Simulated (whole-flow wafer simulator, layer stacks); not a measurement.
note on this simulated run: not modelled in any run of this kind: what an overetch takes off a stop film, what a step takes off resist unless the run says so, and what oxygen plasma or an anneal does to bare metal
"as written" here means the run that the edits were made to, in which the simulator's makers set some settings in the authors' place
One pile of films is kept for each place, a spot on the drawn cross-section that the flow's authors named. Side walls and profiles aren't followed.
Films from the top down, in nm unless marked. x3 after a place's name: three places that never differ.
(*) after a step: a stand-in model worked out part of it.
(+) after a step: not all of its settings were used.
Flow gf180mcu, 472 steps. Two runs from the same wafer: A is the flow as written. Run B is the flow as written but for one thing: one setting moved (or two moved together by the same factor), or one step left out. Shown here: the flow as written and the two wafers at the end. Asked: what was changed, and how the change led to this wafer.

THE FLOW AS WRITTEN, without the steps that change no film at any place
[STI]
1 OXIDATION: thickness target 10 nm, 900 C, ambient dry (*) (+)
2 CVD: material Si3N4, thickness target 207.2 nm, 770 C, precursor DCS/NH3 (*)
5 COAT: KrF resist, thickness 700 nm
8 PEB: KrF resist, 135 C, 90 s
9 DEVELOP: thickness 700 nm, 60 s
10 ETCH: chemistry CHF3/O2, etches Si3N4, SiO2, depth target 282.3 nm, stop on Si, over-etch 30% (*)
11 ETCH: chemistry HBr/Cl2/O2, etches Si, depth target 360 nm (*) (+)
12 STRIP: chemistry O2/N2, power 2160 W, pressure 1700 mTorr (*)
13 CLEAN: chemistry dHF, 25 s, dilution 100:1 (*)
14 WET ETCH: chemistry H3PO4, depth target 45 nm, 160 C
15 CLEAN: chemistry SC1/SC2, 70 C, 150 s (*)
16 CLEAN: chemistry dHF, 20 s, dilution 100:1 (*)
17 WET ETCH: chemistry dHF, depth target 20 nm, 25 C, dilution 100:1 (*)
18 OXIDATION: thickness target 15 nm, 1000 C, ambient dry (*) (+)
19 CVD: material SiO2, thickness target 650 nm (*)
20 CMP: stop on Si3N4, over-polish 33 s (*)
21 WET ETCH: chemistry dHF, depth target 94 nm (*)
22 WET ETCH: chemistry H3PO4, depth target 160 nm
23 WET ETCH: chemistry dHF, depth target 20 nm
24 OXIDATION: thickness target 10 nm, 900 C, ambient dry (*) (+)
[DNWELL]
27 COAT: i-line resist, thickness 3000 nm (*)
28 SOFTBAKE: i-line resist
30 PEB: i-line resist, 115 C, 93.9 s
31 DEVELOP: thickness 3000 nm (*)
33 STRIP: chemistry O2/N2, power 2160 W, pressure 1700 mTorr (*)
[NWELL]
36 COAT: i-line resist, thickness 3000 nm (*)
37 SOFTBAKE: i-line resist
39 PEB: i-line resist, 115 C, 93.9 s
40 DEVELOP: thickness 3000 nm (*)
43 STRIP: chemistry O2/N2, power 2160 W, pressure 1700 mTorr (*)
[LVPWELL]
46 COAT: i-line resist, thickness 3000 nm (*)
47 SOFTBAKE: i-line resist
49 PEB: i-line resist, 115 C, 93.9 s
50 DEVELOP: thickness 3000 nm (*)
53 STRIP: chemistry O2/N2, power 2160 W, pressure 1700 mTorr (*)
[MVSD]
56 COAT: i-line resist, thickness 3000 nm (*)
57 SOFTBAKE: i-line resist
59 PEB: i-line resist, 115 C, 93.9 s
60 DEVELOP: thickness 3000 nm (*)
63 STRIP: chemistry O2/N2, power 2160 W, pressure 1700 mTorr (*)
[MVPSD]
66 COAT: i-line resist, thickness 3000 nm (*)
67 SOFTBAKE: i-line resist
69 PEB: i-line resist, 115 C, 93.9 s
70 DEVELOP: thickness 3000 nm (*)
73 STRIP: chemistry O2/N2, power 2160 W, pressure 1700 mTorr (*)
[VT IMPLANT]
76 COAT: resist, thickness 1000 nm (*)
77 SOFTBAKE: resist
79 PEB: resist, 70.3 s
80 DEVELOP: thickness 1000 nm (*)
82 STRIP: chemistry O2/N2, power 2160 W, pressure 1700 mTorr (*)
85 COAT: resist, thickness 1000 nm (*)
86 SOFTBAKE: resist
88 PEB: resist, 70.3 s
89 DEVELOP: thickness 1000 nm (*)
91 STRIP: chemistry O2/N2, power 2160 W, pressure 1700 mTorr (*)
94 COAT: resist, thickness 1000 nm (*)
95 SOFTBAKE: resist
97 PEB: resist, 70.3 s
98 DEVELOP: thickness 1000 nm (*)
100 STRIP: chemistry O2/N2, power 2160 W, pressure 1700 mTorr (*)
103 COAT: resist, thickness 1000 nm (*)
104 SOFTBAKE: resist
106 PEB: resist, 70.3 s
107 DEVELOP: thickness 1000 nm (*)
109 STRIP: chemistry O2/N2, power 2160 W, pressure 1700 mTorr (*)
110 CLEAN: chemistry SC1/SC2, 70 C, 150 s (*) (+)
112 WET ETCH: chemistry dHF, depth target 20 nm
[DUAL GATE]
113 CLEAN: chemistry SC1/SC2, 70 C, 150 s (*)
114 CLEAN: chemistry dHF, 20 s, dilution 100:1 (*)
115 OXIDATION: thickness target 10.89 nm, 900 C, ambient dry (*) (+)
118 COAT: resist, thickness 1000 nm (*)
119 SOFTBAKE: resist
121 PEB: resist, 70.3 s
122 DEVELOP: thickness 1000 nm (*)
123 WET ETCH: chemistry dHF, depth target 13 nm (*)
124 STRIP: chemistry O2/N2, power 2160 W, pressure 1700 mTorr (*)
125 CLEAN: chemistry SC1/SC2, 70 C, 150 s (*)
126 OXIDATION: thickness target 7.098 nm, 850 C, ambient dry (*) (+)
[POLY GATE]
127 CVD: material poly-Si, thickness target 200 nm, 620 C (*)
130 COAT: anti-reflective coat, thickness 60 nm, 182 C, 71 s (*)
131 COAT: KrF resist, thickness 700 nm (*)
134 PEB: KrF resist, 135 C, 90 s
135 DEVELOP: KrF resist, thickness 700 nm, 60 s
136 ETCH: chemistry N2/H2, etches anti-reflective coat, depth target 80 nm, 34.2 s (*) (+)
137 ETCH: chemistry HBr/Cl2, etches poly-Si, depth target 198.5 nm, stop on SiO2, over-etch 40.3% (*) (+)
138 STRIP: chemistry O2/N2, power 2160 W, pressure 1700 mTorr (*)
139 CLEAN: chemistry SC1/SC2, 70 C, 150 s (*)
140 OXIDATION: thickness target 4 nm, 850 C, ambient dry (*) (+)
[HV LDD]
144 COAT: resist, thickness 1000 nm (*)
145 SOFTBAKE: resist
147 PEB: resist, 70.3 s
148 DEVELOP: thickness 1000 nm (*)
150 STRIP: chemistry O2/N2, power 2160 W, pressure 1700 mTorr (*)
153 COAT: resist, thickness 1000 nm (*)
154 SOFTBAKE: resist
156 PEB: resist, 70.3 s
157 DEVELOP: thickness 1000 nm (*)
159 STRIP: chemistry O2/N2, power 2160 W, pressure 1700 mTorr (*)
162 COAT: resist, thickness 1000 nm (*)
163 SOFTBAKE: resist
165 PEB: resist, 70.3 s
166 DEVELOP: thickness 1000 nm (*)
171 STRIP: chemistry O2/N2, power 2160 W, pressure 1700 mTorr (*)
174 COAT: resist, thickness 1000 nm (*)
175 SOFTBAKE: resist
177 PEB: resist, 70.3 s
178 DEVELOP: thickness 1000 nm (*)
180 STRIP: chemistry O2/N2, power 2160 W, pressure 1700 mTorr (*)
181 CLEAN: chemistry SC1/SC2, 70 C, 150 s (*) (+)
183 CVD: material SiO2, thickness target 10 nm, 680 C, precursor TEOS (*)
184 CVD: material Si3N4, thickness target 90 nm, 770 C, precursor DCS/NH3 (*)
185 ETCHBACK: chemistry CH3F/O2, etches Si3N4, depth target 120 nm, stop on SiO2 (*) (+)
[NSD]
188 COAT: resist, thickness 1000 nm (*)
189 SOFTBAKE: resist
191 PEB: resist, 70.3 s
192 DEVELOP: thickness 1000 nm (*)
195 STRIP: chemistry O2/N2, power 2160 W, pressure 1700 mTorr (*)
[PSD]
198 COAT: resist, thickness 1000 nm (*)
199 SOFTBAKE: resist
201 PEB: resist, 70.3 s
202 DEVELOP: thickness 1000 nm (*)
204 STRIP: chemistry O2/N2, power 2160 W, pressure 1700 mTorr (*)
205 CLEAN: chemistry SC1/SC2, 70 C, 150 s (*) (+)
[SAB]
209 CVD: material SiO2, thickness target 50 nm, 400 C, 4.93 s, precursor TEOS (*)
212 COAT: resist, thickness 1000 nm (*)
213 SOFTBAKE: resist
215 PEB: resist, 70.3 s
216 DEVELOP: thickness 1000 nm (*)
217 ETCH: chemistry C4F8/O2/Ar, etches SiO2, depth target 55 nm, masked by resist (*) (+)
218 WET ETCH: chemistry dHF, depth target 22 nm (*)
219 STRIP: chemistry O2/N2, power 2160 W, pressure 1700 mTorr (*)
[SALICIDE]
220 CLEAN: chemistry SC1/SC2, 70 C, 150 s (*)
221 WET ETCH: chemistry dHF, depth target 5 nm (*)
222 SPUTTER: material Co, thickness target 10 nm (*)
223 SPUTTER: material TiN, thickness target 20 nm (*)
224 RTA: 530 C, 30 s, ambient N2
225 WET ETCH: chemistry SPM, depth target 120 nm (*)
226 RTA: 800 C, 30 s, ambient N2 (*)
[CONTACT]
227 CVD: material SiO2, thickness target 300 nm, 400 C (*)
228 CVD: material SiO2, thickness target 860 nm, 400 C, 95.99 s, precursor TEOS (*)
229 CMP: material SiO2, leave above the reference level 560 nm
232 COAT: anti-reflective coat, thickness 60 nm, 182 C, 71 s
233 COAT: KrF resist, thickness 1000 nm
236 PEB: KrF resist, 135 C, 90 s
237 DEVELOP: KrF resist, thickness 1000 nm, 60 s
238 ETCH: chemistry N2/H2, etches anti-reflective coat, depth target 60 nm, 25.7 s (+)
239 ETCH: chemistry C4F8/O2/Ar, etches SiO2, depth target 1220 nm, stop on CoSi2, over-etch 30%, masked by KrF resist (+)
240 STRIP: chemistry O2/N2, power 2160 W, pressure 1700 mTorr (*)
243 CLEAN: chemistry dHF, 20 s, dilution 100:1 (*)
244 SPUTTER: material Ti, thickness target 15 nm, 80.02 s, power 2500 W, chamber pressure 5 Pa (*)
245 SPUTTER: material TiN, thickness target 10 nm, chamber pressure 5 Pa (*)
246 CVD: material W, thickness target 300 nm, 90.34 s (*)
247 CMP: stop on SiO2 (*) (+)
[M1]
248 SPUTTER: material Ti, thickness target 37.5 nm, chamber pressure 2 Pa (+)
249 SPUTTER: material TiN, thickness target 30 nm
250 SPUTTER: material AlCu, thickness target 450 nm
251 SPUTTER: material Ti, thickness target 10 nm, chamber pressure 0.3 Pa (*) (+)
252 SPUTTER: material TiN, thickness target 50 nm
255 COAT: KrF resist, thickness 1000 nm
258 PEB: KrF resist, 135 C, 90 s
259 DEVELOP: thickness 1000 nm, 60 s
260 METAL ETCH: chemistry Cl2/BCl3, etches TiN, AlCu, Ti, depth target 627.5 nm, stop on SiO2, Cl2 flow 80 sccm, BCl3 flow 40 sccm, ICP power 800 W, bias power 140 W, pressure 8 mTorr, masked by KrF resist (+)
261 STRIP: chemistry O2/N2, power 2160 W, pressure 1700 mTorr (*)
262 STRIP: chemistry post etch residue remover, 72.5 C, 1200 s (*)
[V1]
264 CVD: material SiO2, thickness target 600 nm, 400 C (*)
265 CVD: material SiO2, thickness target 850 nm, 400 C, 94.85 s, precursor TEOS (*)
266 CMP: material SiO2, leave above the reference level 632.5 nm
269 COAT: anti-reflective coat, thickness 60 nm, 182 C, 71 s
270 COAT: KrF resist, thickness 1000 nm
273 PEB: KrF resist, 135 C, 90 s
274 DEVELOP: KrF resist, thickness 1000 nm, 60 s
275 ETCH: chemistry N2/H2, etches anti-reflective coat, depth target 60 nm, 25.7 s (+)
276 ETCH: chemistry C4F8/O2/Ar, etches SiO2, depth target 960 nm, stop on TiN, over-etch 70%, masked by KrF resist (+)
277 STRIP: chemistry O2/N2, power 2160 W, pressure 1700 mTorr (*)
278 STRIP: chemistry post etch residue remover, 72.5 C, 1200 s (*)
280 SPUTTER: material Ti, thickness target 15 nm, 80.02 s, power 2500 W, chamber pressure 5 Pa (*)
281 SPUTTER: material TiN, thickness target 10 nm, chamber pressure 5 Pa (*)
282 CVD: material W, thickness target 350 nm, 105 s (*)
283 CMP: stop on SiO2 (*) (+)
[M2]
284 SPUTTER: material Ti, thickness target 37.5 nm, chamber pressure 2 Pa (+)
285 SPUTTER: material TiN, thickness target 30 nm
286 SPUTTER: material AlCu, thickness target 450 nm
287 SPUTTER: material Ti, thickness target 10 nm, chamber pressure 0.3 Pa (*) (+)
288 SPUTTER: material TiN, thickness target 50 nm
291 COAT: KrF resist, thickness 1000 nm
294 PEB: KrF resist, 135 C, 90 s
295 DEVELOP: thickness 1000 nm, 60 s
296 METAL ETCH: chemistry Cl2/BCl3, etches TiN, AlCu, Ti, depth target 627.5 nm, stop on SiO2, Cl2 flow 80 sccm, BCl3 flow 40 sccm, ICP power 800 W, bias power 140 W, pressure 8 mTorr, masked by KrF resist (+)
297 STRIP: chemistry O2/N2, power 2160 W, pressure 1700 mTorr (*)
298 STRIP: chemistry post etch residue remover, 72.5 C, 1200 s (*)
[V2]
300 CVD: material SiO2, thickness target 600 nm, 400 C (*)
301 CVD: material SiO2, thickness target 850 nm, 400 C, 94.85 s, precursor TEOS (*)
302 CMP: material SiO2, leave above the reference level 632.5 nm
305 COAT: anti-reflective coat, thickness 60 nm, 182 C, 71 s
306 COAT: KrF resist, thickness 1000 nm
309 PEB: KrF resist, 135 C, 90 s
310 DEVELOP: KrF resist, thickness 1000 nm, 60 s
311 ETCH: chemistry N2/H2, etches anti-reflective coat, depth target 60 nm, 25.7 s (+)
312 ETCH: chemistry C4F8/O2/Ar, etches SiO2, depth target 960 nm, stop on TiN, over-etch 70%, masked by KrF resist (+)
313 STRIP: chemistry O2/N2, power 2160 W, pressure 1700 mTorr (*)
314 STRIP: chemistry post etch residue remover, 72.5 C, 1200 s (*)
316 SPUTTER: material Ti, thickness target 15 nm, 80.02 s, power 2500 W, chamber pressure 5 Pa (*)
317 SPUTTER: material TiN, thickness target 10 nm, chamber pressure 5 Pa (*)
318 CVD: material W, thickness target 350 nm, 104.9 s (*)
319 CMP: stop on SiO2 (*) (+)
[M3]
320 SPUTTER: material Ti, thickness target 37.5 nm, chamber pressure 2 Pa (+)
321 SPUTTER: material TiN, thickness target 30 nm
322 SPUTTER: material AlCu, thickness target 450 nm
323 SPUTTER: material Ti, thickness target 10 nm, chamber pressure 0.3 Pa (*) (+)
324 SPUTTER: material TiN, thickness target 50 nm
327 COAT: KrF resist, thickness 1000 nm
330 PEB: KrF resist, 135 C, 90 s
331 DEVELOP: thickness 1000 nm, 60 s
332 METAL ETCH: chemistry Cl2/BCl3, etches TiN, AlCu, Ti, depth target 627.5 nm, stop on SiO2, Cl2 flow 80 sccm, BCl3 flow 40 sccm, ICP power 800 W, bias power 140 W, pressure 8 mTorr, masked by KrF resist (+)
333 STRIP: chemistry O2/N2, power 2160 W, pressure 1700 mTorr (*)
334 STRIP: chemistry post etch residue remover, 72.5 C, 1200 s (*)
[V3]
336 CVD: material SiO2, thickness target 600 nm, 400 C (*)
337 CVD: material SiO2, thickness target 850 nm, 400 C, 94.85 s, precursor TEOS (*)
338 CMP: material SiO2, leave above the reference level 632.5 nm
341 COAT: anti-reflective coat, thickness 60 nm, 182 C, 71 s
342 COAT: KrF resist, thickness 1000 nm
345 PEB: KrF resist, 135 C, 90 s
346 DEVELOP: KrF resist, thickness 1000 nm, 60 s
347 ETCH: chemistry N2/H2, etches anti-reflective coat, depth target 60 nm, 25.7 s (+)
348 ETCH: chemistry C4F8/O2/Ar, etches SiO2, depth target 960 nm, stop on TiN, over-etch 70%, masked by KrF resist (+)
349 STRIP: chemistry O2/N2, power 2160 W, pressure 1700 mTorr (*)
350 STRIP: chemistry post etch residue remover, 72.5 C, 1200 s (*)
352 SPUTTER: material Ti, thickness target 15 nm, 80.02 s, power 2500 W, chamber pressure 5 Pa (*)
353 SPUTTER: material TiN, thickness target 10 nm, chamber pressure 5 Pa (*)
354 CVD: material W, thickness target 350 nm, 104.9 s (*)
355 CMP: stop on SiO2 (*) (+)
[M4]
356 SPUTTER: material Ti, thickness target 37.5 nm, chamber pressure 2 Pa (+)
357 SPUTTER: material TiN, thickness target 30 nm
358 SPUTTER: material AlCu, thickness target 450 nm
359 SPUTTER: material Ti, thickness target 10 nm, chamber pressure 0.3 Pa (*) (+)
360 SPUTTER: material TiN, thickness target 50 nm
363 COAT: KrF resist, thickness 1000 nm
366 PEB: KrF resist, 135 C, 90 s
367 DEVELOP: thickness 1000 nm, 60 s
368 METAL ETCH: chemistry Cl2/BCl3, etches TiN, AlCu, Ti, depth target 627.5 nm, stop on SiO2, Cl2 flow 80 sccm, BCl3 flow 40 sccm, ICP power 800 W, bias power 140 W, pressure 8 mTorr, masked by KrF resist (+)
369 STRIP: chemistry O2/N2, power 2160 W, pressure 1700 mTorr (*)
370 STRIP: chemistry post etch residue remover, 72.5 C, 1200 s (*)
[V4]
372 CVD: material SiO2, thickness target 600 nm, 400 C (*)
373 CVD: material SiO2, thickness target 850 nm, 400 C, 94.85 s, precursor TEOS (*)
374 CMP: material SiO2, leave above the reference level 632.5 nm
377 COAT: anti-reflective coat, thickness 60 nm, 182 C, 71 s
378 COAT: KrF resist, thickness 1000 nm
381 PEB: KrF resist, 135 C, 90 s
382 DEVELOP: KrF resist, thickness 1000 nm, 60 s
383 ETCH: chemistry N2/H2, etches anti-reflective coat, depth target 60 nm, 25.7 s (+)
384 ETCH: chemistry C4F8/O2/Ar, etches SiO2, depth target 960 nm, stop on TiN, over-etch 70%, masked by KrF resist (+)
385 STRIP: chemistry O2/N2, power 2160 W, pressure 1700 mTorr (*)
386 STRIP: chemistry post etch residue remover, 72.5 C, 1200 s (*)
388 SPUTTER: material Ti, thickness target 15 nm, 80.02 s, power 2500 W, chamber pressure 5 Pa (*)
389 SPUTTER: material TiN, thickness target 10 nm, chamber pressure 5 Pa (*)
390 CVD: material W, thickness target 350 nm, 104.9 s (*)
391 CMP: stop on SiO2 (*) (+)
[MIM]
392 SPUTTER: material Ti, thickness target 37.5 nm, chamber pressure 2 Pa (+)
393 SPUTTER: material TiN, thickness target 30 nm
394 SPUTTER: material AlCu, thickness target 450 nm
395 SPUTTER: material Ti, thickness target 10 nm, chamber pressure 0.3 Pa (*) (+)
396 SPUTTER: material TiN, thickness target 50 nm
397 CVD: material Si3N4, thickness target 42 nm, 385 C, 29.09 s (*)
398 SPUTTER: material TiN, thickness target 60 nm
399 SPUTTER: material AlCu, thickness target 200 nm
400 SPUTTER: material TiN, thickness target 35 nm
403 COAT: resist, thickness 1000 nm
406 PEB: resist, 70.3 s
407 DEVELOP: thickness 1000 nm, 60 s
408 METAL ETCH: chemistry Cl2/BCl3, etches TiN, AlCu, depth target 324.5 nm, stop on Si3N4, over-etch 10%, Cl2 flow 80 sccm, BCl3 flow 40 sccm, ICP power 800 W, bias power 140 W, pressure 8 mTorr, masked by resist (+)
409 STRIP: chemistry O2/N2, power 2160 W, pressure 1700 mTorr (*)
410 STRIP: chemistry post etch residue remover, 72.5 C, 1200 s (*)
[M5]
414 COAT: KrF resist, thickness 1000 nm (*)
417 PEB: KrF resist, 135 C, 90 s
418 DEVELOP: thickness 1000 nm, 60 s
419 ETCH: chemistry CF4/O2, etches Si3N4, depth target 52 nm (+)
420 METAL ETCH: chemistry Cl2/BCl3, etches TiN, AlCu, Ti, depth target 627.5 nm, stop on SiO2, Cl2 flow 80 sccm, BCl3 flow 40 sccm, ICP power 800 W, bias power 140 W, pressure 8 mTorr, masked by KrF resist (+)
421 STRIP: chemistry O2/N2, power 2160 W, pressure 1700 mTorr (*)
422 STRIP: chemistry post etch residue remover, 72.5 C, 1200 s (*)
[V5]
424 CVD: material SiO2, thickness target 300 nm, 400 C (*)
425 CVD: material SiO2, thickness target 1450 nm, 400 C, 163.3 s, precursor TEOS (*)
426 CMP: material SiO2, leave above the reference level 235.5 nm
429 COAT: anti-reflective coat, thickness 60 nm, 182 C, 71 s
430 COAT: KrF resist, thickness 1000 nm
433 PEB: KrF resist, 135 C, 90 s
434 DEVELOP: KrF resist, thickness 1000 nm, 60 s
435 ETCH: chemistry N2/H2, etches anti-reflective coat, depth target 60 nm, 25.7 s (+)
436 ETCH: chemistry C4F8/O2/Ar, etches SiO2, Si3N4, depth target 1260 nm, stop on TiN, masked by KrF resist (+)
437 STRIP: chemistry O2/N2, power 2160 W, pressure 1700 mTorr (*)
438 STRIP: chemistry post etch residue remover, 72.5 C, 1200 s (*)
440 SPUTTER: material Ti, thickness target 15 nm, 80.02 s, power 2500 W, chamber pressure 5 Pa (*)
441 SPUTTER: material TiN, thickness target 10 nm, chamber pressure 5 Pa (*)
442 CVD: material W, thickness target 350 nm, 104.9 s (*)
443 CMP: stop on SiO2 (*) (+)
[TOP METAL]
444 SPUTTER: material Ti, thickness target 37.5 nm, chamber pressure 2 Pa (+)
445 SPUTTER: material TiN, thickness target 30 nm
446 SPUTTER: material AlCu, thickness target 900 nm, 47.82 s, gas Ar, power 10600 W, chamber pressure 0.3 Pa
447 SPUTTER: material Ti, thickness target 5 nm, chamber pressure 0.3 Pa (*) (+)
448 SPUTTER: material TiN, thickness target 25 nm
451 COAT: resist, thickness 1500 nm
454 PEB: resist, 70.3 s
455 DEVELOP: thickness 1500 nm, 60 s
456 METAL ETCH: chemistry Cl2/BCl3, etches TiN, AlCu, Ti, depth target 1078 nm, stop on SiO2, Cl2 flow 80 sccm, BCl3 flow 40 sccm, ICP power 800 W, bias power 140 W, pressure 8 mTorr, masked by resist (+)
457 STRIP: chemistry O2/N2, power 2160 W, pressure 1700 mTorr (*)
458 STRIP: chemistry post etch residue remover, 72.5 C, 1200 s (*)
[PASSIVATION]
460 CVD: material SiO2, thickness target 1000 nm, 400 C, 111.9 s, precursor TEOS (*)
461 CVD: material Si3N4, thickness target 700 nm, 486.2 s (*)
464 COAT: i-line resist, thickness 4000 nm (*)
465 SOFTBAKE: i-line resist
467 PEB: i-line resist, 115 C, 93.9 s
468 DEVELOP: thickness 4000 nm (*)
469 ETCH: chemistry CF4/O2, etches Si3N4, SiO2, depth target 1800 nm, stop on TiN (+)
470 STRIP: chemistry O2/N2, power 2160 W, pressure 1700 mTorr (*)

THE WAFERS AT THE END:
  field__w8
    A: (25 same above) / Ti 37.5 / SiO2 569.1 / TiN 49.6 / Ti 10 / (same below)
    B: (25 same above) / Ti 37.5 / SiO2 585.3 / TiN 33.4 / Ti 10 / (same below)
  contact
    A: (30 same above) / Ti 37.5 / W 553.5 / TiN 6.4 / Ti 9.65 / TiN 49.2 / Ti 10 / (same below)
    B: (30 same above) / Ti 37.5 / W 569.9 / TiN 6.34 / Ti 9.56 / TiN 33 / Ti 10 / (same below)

The cause: step 288, SPUTTER: thickness target 33.8 nm was run, where the flow has thickness target 50 nm.

How the change led to this, step by step:
  288 SPUTTER: material TiN, thickness target 50 nm
      field, field__w1, field__w2 and 108 more: A TiN +50 (new film) | B TiN +33.8 (new film)
  296 METAL ETCH: chemistry Cl2/BCl3, etches TiN, AlCu, Ti, depth target 627.5 nm, stop on SiO2, Cl2 flow 80 sccm, BCl3 flow 40 sccm, ICP power 800 W, bias power 140 W, pressure 8 mTorr, masked by KrF resist (+)
      field, field__w1, field__w2 and 103 more: A TiN -50 (all of it), Ti -10 (all of it), AlCu -450 (all of it), TiN -30 (all of it), Ti -37.5 (all of it) | B TiN -33.8 (all of it), Ti -10 (all of it), AlCu -450 (all of it), TiN -30 (all of it), Ti -37.5 (all of it)
  312 ETCH: chemistry C4F8/O2/Ar, etches SiO2, depth target 960 nm, stop on TiN, over-etch 70%, masked by KrF resist (+)
      contact: A SiO2 -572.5 (all of it) | B SiO2 -588.7 (all of it)
